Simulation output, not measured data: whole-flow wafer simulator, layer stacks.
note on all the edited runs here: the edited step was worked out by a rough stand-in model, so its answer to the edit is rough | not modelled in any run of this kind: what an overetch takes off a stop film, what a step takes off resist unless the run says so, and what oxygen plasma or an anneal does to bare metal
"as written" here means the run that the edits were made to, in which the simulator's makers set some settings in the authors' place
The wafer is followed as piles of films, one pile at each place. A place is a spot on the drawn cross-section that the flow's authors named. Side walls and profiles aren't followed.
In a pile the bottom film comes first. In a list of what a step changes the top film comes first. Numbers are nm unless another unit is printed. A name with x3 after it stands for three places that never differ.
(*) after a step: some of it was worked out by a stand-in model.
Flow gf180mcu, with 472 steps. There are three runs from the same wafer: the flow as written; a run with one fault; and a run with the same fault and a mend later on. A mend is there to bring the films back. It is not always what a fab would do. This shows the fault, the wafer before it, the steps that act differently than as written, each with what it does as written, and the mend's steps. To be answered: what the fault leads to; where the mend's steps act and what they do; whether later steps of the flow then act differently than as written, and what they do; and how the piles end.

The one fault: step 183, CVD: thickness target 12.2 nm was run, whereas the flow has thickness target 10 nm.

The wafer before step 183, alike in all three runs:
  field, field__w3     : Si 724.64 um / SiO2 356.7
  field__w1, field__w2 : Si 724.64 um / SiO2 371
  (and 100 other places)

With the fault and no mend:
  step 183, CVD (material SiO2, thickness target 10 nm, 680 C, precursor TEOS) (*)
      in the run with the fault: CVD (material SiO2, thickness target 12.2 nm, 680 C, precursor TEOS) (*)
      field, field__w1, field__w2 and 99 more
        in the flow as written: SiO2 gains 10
        in the run with the fault: SiO2 gains 12.2
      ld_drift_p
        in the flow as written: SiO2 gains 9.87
        in the run with the fault: SiO2 gains 12
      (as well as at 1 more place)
  Steps further on in the flow that do not act as written (22 more steps, not shown, differ only slightly: by at most 2% or 0.5 nm, whichever is larger):
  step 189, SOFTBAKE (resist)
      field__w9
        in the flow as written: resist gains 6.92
        in the run with the fault: resist loses 3.07
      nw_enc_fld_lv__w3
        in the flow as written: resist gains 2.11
        in the run with the fault: resist loses 1.6
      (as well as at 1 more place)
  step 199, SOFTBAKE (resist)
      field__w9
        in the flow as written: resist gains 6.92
        in the run with the fault: resist loses 3.07
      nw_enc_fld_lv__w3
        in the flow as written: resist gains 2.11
        in the run with the fault: resist loses 1.6
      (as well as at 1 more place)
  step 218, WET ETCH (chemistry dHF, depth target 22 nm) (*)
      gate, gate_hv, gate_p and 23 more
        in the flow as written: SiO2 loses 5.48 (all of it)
        in the run with the fault: SiO2 loses 7.68 (all of it)
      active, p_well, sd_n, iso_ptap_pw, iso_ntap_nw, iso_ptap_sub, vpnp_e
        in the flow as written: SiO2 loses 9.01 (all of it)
        in the run with the fault: SiO2 loses 11.2 (all of it)
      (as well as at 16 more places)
  The piles end different from the flow's at spacer by more than 2% or 0.5 nm, whichever is larger.
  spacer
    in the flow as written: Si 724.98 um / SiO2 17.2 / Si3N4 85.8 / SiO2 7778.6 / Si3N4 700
    in the run with the fault: Si 724.98 um / SiO2 19.4 / Si3N4 85.8 / SiO2 7776.4 / Si3N4 700

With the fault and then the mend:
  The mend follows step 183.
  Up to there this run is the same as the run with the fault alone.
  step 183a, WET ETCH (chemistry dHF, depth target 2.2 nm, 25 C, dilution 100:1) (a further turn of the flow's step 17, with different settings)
      field, field__w1, field__w2 and 101 more
        SiO2 loses 2.2
  Every later step of the flow that is run acts as written, at every place that is followed, to within 2% or 0.5 nm, whichever is larger.
  The piles end only slightly different from the flow's at the places that both follow, by no more than 2% or 0.5 nm, whichever is larger.
